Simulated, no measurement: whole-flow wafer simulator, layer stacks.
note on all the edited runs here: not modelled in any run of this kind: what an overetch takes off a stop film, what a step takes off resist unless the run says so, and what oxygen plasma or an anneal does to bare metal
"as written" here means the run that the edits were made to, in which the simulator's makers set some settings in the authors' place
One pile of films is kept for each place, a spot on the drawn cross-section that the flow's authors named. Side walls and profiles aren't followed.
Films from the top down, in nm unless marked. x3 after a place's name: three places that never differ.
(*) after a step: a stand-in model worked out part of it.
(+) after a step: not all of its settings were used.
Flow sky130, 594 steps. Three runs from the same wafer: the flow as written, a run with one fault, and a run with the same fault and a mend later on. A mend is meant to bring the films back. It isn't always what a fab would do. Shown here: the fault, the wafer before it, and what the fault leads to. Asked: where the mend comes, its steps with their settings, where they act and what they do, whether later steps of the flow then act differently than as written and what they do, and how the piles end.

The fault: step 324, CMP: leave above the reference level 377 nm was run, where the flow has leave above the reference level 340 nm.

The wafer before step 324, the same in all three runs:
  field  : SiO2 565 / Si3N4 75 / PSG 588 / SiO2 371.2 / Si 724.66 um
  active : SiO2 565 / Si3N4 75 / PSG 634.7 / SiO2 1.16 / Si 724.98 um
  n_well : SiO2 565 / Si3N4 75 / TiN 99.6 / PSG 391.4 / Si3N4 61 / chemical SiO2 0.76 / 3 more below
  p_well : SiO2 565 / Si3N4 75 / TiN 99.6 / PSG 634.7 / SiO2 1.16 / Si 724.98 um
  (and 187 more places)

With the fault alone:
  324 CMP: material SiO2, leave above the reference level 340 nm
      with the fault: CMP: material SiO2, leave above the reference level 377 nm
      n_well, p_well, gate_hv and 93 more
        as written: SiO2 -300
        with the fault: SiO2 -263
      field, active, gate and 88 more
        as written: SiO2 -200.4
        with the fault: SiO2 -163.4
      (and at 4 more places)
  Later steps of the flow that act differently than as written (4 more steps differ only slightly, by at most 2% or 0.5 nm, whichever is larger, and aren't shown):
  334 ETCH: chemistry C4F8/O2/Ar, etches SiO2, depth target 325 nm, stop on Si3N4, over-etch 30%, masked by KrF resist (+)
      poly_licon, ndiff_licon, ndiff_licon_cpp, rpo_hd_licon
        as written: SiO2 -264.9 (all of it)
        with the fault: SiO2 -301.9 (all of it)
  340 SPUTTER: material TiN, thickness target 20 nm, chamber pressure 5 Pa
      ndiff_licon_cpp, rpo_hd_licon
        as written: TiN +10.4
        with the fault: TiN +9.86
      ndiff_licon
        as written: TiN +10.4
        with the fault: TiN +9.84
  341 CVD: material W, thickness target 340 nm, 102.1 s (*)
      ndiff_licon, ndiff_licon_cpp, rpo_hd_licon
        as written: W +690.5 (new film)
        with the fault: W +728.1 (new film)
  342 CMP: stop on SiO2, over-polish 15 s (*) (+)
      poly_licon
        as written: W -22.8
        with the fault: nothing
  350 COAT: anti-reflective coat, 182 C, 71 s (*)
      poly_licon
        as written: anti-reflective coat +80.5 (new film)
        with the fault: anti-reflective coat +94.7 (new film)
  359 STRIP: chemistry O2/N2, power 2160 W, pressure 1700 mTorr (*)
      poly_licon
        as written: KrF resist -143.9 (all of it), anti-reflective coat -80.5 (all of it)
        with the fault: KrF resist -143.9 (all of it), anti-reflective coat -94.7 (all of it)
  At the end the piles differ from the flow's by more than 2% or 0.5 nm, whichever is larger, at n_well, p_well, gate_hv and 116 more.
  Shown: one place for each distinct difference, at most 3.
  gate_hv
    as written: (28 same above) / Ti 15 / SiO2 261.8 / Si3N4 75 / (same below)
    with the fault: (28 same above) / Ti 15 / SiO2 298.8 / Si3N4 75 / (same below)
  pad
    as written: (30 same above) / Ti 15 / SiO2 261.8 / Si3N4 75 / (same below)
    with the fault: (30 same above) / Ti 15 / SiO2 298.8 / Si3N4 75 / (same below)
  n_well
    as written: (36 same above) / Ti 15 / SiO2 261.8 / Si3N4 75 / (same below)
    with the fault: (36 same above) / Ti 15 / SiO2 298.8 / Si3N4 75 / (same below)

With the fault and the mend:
  The mend comes after step 324.
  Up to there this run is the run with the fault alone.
  324a CMP: material SiO2, leave above the reference level 340 nm (the flow's step 324 once more)
      field, active, n_well and 188 more
        SiO2 -37
  No later step of the flow acts differently than as written at any place that is followed.
  At the end the piles are the same as the flow's at every place that both follow.
